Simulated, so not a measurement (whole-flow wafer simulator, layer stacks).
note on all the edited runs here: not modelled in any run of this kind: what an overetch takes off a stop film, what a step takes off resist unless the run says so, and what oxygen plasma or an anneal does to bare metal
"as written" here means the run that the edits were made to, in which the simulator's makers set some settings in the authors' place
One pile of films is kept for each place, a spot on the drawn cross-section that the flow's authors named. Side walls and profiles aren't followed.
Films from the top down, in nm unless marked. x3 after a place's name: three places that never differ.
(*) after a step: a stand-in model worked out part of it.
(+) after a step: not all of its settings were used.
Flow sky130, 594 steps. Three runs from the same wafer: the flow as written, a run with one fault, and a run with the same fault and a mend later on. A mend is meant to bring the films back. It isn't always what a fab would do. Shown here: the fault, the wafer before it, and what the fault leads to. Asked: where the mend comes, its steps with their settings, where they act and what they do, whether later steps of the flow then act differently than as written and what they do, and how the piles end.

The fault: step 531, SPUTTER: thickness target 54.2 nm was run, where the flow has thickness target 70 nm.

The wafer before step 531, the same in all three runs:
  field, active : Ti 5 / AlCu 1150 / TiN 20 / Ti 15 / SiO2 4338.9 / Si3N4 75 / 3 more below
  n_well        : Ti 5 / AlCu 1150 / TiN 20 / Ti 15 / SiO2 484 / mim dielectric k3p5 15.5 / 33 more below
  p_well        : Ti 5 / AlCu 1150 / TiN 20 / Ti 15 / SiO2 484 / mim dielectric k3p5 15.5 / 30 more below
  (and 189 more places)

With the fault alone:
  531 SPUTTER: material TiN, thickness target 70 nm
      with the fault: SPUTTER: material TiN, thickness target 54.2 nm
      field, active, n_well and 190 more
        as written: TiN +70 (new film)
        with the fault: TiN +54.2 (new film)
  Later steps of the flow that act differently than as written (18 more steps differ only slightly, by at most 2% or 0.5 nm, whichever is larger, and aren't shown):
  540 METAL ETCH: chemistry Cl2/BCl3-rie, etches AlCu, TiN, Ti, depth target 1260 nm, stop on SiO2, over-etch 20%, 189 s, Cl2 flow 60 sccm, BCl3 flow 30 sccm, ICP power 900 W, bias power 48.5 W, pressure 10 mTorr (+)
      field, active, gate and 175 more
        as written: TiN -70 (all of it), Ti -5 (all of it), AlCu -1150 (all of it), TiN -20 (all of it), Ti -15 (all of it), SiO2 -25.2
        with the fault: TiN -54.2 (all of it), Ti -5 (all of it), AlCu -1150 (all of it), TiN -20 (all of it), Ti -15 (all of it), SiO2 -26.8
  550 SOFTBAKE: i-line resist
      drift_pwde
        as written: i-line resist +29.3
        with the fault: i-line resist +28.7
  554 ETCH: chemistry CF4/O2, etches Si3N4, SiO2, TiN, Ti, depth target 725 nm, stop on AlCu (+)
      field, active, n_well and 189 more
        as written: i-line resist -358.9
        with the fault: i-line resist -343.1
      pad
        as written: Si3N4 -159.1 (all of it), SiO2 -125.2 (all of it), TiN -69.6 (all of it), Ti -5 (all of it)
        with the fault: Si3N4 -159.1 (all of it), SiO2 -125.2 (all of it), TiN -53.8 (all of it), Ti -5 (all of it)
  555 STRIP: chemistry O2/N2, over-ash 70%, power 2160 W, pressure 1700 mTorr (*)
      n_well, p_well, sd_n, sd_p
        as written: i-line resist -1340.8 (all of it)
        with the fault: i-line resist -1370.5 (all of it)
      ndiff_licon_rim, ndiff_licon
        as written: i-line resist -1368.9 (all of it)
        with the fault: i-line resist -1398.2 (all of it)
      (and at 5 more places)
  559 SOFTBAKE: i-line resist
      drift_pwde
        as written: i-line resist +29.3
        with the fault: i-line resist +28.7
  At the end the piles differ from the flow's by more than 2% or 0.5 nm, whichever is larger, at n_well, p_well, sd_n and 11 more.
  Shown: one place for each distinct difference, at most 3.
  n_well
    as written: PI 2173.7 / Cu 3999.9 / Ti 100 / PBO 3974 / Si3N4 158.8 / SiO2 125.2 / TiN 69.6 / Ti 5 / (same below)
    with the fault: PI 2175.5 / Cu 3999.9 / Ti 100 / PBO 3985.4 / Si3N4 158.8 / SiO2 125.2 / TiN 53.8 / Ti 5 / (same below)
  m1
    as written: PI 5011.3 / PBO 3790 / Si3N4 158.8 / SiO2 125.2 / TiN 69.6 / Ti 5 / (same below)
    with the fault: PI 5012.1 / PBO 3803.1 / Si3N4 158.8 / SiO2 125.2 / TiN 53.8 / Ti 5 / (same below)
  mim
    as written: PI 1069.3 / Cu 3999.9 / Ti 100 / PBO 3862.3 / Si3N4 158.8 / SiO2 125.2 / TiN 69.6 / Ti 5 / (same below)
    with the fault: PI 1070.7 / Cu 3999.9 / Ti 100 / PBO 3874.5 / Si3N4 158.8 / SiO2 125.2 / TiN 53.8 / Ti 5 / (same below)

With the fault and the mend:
  The mend comes after step 538.
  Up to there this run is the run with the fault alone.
  538a STRIP: chemistry O2/N2, power 2160 W, pressure 1700 mTorr (*)
      n_well, p_well, sd_n and 9 more
        resist -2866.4 (all of it)
      m1, via4_hole
        resist -2868.5 (all of it)
      via4_enc
        resist -2866.3 (all of it)
  538b SPUTTER: material TiN, thickness target 15.8 nm (the flow's step 531 once more, with other settings)
      field, active, n_well and 190 more
        TiN +15.8
  538c HMDS: 120 C, 60 s (the flow's step 533 once more)
      changes no film at any place that is followed
  538d COAT: resist, thickness 2930 nm (the flow's step 534 once more)
      n_well, p_well, gate_hv and 172 more
        resist +2930 (new film)
      field, active, gate and 13 more
        resist +2929.9 (new film)
      m1, via4_hole
        resist +2932.1 (new film)
  538e SOFTBAKE: resist (the flow's step 535 once more)
      field, active, gate, spacer, m1, sonos_cell, sonos_guard, sonos_guard_hv
        resist +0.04
      nwell_res
        resist +0.03
      pplus_nw
        resist +0.02
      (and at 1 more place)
  538f EXPOSE: photomask MM5, dose 309.9 mJ/cm2, NA 0.6, wavelength 365 nm (*) (the flow's step 536 once more)
      changes no film at any place that is followed
  538g PEB: resist, 70.3 s (the flow's step 537 once more)
      field, active, n_well and 188 more
        resist -63.6
      m1, via4_hole
        resist -63.7
  538h DEVELOP: resist, thickness 2930 nm, developer TMAH-0.26N, 60 s (the flow's step 538 once more)
      field, active, gate and 168 more
        resist -2866.4 (all of it)
      via1_hole, via1_enc, via2_hole, via2_enc, via3_hole, via3_enc, via_li1
        resist -2866.3 (all of it)
  No later step of the flow acts differently than as written at any place that is followed.
  At the end the piles are the same as the flow's at every place that both follow.
